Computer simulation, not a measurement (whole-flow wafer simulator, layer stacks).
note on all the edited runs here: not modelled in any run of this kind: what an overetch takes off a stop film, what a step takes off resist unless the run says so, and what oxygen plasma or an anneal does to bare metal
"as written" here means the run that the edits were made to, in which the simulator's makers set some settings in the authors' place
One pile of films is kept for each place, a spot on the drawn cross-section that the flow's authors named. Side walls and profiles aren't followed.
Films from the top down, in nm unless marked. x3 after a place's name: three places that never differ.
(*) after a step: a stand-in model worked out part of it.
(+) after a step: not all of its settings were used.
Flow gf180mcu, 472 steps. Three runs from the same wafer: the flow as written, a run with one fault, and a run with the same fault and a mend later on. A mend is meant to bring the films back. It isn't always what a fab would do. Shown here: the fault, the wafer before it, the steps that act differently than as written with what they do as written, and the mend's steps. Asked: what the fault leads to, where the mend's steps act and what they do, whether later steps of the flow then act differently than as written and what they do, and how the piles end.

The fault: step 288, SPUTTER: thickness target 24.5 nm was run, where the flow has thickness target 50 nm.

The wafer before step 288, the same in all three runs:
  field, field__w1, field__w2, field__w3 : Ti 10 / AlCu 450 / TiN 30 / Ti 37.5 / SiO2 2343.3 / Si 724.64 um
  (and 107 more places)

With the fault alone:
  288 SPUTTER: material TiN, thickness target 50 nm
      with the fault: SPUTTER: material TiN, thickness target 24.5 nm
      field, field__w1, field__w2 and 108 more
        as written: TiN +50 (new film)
        with the fault: TiN +24.5 (new film)
  Later steps of the flow that act differently than as written (2 more steps differ only slightly, by at most 2% or 0.5 nm, whichever is larger, and aren't shown):
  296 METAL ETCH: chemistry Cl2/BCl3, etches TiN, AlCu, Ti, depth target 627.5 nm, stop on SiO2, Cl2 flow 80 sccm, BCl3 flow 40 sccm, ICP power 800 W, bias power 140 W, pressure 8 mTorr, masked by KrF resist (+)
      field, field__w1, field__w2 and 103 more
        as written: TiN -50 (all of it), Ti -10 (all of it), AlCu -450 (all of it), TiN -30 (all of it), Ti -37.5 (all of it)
        with the fault: TiN -24.5 (all of it), Ti -10 (all of it), AlCu -450 (all of it), TiN -30 (all of it), Ti -37.5 (all of it)
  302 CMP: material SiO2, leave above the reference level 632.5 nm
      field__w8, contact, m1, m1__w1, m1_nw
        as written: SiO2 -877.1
        with the fault: SiO2 -851.6
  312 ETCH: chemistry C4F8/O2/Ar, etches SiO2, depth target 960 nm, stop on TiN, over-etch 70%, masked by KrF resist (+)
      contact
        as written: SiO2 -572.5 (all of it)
        with the fault: SiO2 -598 (all of it)
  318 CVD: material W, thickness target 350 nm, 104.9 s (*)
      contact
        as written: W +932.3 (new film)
        with the fault: W +958 (new film)
  At the end the piles differ from the flow's by more than 2% or 0.5 nm, whichever is larger, at field__w8, contact, m1, m1__w1, m1_nw.
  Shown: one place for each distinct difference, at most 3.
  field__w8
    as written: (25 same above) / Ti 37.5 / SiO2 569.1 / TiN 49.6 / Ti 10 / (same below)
    with the fault: (25 same above) / Ti 37.5 / SiO2 594.6 / TiN 24.1 / Ti 10 / (same below)
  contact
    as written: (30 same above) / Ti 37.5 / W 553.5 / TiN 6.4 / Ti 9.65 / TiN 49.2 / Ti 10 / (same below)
    with the fault: (30 same above) / Ti 37.5 / W 579.2 / TiN 6.31 / Ti 9.51 / TiN 23.7 / Ti 10 / (same below)

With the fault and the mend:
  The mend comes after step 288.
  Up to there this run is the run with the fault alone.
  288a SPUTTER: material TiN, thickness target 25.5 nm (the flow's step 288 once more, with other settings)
      field, field__w1, field__w2 and 108 more
        TiN +25.5
  No later step of the flow acts differently than as written at any place that is followed.
  At the end the piles are the same as the flow's at every place that both follow.
